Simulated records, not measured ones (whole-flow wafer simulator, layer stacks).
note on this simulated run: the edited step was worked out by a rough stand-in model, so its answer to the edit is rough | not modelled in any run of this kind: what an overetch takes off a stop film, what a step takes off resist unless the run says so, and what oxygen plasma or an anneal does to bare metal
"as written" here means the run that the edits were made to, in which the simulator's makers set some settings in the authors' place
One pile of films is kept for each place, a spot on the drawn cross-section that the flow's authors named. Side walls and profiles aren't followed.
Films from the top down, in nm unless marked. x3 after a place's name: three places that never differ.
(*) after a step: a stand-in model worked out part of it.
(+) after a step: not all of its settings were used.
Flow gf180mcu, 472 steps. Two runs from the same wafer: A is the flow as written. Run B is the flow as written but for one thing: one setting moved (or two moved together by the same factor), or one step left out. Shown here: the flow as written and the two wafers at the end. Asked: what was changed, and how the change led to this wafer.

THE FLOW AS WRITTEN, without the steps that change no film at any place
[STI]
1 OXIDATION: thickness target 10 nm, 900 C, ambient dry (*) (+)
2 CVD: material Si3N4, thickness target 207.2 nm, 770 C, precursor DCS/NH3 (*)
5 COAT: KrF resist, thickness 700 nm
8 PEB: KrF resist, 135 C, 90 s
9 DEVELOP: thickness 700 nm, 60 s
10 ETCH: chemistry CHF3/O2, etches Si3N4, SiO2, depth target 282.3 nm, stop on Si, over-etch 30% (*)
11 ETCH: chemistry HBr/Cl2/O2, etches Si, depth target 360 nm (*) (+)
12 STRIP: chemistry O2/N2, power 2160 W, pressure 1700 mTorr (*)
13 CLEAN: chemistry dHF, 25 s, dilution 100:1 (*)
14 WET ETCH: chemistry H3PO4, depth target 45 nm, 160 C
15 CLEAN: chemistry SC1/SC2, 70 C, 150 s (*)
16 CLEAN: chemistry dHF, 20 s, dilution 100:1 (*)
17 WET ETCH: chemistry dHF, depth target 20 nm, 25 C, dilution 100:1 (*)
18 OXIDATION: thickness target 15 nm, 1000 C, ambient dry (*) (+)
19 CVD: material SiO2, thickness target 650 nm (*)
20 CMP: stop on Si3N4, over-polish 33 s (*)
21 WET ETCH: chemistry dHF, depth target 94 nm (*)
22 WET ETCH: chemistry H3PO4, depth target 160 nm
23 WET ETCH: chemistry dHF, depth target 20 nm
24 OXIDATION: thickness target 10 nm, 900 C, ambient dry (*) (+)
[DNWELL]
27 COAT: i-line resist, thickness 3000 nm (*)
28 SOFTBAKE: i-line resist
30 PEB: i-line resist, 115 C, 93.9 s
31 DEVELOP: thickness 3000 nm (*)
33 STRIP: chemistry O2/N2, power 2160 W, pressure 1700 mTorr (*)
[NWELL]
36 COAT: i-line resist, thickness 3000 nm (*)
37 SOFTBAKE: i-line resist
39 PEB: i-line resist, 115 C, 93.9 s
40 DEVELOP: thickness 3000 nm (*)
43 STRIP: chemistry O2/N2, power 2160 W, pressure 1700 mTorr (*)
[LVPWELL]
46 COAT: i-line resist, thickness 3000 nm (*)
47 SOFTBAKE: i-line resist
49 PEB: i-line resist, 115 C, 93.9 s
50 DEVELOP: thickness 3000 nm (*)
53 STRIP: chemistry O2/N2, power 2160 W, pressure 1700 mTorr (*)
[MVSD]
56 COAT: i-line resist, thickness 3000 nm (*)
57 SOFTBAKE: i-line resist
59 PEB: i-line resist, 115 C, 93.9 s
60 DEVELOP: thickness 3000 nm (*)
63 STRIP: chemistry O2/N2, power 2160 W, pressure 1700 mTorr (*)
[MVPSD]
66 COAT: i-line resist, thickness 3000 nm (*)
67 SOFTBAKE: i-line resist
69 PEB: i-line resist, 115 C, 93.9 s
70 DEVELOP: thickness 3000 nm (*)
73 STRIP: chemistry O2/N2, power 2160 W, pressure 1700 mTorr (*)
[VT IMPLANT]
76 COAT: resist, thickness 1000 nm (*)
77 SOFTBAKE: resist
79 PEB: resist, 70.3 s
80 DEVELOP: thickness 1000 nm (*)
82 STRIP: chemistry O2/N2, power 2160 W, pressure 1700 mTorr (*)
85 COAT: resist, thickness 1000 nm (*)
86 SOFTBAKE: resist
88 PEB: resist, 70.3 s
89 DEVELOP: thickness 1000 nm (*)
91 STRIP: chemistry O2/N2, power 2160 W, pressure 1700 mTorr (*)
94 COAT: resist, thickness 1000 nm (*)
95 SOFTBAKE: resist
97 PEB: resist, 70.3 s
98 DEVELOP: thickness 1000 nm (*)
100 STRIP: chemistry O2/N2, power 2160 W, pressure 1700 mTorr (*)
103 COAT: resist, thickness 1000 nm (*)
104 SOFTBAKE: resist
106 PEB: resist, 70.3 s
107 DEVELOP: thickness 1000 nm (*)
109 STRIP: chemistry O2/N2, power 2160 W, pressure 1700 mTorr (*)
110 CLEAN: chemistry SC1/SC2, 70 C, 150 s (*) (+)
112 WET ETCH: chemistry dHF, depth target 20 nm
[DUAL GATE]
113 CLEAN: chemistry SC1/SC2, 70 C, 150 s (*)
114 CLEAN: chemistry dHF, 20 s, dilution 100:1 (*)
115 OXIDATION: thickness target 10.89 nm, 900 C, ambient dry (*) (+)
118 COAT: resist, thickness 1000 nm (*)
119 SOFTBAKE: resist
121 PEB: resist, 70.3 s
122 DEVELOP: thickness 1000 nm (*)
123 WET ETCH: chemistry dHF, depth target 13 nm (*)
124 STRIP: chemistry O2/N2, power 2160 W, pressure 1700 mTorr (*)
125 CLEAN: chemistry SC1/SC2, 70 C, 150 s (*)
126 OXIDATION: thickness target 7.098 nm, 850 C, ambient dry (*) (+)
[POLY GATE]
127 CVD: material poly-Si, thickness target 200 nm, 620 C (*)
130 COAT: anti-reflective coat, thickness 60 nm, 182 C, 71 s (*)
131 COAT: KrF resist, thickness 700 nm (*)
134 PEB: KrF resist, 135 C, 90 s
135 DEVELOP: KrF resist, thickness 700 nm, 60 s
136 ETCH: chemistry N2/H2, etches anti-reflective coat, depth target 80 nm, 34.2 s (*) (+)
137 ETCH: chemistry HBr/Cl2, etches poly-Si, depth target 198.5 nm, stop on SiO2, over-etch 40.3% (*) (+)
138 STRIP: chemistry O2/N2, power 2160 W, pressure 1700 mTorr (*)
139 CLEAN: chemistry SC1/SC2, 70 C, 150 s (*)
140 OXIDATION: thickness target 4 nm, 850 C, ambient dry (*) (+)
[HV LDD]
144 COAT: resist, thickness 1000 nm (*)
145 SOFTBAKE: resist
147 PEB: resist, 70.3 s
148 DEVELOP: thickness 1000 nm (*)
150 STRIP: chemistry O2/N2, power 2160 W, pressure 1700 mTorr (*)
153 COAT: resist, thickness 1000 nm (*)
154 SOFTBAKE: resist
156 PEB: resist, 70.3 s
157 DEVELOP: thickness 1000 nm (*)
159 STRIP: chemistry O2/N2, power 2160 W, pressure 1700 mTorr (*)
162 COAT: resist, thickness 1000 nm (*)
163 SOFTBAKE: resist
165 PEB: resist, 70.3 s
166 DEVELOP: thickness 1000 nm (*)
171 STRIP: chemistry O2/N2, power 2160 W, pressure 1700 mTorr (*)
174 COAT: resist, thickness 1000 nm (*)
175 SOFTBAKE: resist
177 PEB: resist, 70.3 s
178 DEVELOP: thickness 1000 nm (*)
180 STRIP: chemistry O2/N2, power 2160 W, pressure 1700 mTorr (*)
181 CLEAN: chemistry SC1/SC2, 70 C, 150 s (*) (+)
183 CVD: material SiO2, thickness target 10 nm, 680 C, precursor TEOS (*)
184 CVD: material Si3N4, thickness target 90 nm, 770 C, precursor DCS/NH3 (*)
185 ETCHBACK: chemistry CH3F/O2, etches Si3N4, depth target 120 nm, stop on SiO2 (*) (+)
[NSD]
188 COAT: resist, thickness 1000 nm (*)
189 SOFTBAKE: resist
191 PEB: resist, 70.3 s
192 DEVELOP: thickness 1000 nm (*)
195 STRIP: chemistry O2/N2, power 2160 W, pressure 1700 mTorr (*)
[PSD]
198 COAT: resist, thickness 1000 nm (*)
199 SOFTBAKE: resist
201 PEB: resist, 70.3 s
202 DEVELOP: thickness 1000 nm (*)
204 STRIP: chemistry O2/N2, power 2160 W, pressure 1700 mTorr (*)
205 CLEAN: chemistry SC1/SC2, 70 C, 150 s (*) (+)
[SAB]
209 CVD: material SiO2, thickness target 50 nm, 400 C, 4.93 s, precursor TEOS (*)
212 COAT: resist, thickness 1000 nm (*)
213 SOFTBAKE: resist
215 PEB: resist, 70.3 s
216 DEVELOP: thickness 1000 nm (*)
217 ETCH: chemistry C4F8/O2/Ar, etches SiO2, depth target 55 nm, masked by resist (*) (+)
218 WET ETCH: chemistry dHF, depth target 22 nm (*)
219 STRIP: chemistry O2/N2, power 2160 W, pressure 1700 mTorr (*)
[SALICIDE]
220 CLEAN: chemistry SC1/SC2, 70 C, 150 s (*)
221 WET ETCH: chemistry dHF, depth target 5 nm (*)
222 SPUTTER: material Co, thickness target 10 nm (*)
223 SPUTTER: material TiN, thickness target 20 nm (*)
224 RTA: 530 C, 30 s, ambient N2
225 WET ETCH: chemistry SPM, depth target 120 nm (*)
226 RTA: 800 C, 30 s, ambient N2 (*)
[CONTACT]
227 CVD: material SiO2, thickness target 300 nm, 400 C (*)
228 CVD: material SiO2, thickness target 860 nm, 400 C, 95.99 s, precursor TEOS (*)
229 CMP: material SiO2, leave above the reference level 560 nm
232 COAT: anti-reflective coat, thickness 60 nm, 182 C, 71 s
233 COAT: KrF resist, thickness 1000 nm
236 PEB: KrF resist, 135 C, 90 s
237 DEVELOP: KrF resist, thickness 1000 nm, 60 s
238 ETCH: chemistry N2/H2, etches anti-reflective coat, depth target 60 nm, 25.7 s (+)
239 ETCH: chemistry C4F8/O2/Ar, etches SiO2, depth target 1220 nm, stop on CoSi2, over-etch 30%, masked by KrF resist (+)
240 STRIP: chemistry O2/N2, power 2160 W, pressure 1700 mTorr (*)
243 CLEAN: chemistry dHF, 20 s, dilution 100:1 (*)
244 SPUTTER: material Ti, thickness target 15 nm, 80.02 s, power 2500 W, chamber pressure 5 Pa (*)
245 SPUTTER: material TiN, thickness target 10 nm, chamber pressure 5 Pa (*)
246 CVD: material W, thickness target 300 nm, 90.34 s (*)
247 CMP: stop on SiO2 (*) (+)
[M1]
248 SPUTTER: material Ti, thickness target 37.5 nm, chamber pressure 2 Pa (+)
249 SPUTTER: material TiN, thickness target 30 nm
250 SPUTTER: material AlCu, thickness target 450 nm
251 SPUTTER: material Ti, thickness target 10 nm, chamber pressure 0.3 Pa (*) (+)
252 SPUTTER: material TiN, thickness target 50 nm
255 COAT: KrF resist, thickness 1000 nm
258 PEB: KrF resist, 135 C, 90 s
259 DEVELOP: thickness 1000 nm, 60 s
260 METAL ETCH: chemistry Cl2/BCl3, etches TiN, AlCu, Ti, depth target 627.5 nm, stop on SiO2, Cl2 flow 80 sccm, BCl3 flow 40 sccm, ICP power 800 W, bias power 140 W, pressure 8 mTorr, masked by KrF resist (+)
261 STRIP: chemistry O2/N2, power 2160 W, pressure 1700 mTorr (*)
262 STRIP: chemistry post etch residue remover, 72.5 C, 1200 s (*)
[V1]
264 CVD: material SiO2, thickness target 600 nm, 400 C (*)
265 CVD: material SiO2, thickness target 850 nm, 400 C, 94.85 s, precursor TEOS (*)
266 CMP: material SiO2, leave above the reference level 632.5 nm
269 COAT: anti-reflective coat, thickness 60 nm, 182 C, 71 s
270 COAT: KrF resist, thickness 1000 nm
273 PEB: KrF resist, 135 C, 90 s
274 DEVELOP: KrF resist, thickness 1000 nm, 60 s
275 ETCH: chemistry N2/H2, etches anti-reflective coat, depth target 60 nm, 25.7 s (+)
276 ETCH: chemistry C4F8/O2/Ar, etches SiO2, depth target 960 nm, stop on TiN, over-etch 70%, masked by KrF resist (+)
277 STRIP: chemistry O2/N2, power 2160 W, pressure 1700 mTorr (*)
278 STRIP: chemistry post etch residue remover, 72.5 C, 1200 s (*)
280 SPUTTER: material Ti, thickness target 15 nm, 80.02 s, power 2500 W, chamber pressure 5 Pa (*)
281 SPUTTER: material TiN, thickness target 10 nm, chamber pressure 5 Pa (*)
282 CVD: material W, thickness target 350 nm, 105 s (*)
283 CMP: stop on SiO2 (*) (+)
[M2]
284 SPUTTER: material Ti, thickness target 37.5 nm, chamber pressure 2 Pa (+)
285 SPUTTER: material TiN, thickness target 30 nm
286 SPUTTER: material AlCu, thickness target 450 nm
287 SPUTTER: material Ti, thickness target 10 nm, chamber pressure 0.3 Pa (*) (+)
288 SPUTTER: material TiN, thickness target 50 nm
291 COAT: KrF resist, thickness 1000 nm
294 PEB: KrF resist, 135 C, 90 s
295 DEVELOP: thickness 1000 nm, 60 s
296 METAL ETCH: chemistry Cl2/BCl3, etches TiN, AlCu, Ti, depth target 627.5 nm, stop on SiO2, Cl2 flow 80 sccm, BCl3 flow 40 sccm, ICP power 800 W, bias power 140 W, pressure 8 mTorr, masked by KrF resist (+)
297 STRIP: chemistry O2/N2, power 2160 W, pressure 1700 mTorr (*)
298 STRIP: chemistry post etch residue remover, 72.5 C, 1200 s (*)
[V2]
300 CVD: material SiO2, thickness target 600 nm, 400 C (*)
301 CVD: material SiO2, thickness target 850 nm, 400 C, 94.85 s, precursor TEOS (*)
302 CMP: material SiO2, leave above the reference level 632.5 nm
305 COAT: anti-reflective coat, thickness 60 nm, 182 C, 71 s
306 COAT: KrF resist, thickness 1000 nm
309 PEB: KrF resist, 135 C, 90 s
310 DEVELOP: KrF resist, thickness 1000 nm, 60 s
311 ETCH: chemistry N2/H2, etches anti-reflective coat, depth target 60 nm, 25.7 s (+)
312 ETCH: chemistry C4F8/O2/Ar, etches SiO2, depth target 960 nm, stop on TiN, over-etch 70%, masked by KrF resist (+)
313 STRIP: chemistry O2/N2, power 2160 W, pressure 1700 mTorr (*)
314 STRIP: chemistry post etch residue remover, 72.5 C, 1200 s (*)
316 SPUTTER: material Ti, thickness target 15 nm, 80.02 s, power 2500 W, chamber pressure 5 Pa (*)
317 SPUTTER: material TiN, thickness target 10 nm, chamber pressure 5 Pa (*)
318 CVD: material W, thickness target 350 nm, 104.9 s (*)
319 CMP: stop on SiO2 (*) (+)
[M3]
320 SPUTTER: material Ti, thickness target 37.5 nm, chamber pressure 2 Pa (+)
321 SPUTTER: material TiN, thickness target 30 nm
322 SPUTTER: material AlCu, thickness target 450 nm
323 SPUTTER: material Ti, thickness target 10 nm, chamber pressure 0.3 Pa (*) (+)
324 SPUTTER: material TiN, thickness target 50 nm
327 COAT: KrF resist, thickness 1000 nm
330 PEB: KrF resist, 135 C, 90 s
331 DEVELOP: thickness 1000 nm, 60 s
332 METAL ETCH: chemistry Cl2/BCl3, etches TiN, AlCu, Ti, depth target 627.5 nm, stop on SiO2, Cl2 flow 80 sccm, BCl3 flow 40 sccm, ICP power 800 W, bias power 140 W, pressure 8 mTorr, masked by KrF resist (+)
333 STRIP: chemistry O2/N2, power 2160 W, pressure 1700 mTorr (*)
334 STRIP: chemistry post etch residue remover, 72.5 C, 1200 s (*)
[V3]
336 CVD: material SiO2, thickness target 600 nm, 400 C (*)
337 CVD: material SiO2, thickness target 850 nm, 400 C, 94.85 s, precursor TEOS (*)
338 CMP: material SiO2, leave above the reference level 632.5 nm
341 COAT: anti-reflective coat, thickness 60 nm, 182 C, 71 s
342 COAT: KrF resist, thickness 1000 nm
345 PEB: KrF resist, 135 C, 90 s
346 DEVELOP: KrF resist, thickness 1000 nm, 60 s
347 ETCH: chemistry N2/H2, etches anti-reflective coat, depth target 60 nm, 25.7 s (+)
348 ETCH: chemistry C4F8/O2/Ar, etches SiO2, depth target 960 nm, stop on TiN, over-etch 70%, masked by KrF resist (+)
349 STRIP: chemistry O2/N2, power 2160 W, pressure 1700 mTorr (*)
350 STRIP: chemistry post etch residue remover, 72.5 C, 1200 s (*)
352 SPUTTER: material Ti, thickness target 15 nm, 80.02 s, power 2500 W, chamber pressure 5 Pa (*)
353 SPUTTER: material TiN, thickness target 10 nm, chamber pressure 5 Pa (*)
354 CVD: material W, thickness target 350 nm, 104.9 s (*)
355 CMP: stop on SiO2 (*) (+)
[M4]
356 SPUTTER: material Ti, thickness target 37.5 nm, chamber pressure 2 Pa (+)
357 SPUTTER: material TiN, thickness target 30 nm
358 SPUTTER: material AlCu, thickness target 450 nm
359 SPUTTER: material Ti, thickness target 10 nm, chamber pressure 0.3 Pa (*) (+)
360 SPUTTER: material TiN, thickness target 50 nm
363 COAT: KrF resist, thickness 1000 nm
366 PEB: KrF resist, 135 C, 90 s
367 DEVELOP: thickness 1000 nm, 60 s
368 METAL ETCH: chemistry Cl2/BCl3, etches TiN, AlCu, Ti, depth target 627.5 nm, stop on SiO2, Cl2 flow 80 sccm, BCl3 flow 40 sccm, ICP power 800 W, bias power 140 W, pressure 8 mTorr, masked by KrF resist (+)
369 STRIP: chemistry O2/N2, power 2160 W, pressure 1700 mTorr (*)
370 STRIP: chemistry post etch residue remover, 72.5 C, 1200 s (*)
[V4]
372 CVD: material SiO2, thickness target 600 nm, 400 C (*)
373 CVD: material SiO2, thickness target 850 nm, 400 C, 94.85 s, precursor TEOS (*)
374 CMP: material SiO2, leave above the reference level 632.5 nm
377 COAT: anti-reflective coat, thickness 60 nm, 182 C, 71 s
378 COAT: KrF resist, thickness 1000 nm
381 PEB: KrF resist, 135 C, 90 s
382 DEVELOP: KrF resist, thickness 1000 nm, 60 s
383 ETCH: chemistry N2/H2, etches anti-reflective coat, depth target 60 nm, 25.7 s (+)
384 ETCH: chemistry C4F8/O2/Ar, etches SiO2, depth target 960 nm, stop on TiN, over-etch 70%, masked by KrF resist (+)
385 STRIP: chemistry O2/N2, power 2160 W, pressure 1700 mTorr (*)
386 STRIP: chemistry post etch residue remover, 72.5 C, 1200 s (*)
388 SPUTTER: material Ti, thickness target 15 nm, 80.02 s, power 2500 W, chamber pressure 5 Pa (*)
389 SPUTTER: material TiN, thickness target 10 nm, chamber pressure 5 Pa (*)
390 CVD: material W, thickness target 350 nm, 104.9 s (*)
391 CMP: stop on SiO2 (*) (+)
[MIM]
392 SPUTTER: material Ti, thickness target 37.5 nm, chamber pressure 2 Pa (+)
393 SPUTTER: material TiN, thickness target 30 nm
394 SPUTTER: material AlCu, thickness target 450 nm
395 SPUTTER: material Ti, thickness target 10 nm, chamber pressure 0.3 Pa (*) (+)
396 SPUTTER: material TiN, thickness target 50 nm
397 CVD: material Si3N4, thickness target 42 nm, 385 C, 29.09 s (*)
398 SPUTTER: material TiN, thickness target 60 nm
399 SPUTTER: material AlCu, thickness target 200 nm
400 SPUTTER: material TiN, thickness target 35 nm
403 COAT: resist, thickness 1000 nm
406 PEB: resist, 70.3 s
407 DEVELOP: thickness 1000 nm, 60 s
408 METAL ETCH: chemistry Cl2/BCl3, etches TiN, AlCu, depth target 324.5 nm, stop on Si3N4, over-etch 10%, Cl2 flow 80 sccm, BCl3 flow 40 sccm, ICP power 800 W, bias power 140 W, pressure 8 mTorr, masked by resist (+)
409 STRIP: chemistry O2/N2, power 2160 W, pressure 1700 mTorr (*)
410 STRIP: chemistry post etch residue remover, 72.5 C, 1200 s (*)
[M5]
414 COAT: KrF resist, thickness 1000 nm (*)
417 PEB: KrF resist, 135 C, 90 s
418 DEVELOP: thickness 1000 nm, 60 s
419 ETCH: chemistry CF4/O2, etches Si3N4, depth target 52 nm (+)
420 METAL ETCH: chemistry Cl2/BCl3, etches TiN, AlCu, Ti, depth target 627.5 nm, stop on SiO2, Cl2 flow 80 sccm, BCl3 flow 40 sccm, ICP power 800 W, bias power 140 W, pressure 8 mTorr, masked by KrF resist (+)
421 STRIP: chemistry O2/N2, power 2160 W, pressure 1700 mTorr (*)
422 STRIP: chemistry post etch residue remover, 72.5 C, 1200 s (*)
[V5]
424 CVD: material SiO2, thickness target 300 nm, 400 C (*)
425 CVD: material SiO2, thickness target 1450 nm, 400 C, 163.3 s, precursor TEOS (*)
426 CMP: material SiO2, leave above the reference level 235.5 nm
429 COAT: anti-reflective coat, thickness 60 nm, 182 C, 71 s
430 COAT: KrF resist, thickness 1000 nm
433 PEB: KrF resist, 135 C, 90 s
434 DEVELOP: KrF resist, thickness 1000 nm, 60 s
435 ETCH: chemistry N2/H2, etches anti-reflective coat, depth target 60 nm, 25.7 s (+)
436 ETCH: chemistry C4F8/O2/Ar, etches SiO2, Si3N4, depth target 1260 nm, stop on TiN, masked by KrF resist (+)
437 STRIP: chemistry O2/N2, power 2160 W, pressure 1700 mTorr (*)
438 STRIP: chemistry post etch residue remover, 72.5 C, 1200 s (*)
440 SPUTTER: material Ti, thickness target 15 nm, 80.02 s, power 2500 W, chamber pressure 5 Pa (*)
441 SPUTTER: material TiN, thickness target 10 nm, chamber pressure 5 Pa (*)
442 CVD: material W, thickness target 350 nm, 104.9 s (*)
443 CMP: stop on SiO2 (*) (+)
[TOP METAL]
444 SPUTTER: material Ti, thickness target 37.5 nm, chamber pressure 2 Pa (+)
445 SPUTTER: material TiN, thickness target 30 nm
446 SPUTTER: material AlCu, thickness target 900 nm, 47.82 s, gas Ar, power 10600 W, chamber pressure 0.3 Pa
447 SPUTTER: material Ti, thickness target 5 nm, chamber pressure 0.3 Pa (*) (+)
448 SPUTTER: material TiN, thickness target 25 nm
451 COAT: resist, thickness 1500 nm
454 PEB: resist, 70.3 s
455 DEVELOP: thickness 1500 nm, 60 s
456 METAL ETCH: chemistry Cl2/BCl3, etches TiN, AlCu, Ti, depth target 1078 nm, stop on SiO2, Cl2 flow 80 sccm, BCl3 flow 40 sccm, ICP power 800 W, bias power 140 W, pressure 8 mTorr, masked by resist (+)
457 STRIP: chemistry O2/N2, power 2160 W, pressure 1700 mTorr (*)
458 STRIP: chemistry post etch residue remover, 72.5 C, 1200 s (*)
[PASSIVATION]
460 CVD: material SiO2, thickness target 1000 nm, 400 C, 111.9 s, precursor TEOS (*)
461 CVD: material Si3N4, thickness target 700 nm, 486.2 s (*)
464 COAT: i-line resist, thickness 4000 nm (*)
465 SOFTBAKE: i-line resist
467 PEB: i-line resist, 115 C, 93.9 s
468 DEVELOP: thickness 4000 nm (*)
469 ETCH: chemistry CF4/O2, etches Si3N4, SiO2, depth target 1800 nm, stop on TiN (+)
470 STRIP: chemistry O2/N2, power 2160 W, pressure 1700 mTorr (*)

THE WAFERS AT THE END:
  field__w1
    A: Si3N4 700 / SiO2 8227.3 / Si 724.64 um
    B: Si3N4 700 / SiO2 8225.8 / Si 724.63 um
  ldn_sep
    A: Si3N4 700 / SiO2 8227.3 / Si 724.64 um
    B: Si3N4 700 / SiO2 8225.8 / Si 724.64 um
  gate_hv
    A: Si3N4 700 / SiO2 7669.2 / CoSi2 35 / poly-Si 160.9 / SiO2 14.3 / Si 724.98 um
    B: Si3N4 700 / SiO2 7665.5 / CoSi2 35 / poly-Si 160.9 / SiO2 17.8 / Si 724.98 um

The cause: step 126, OXIDATION: thickness target 11.18 nm was run, where the flow has thickness target 7.098 nm.

How the change led to this, step by step:
  126 OXIDATION: thickness target 7.098 nm, 850 C, ambient dry (*) (+)
      gate_hv, active_hv, active_nat and 25 more: A SiO2 +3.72, Si -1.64 | B SiO2 +7.23, Si -3.18
      ld_fp_n, ld_drift_n, ld_fp_p and 13 more: A SiO2 +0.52, Si -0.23 | B SiO2 +1.12, Si -0.49
      (and at 48 more places)
  130 COAT: anti-reflective coat, thickness 60 nm, 182 C, 71 s (*)
      p_well, spacer, sd_n: A anti-reflective coat +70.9 (new film) | B anti-reflective coat +69.4 (new film)
      nplus_u: A anti-reflective coat +66.8 (new film) | B anti-reflective coat +65.4 (new film)
      (and at 1 more place)
  136 ETCH: chemistry N2/H2, etches anti-reflective coat, depth target 80 nm, 34.2 s (*) (+)
      p_well, spacer, sd_n: A anti-reflective coat -70.9 (all of it), poly-Si -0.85 | B anti-reflective coat -69.4 (all of it), poly-Si -0.89
      nplus_u: A anti-reflective coat -66.8 (all of it), poly-Si -0.95 | B anti-reflective coat -65.4 (all of it), poly-Si -0.99
      (and at 1 more place)
  189 SOFTBAKE: resist
      active_hv: A resist +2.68 | B resist -0.53
      nw_enc_fld_lv__w3: A resist +2.11 | B resist -1.6
      (and at 1 more place)
  199 SOFTBAKE: resist
      active_hv: A resist +2.68 | B resist -0.53
      nw_enc_fld_lv__w3: A resist +2.11 | B resist -1.6
      (and at 1 more place)
  218 WET ETCH: chemistry dHF, depth target 22 nm (*)
      active, p_well, sd_n, iso_ptap_pw, iso_ntap_nw, iso_ptap_sub, vpnp_e: A SiO2 -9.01 (all of it) | B SiO2 -12.9 (all of it)
      ldn_tap, ldn_src, ldn_drn, ldp_tap, ldp_src, ldp_drn, ldp_gr: A SiO2 -16 (all of it) | B SiO2 -19.3 (all of it)
      (and at 9 more places)
